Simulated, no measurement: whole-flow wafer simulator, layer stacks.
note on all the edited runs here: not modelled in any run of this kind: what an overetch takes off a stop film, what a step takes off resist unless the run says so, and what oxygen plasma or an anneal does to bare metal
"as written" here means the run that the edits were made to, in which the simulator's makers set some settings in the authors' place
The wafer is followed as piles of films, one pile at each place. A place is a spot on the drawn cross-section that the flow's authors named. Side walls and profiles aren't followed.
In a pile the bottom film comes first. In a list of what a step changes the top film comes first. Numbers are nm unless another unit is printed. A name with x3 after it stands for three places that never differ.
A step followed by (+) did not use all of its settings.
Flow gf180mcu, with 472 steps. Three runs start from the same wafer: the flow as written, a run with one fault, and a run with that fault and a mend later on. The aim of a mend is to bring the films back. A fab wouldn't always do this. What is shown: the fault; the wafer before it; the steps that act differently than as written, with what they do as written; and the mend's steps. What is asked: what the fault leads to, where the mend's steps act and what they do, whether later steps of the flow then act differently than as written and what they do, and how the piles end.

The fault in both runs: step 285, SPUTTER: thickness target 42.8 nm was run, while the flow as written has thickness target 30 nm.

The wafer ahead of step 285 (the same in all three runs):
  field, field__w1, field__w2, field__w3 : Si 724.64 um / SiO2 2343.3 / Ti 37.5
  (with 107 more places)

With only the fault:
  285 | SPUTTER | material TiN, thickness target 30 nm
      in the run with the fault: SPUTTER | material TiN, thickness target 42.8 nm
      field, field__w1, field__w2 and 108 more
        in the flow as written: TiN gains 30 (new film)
        in the run with the fault: TiN gains 42.8 (new film)
  Steps later in the flow that act otherwise than as written:
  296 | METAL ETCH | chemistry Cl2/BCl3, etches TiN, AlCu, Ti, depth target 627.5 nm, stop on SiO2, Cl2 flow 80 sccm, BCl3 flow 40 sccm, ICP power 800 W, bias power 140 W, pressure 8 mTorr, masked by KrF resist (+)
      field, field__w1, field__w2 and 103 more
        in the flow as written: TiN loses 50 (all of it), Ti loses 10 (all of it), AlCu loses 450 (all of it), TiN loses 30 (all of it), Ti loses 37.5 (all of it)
        in the run with the fault: TiN loses 50 (all of it), Ti loses 10 (all of it), AlCu loses 450 (all of it), TiN loses 42.8 (all of it), Ti loses 37.5 (all of it)
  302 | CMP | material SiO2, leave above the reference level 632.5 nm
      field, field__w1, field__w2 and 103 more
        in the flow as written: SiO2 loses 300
        in the run with the fault: SiO2 loses 287.2
  By the end, the piles at field__w8, contact, m1, m1__w1, m1_nw depart from the flow's by more than 2% or 0.5 nm, whichever is larger.
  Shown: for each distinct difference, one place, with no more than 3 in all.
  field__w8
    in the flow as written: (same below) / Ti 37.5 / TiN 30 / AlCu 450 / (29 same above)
    in the run with the fault: (same below) / Ti 37.5 / TiN 42.8 / AlCu 450 / (29 same above)
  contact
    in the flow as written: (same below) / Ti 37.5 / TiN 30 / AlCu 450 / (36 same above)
    in the run with the fault: (same below) / Ti 37.5 / TiN 42.8 / AlCu 450 / (36 same above)

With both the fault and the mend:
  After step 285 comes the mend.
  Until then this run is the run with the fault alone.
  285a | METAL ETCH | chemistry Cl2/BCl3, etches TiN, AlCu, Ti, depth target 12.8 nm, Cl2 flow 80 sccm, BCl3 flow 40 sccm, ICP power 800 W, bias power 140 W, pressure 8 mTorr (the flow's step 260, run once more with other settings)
      field, field__w1, field__w2 and 108 more
        TiN loses 12.8
  None of the later steps of the flow acts differently than as written at any place that is followed.
  At every place that both follow, the piles at the end match the flow's.
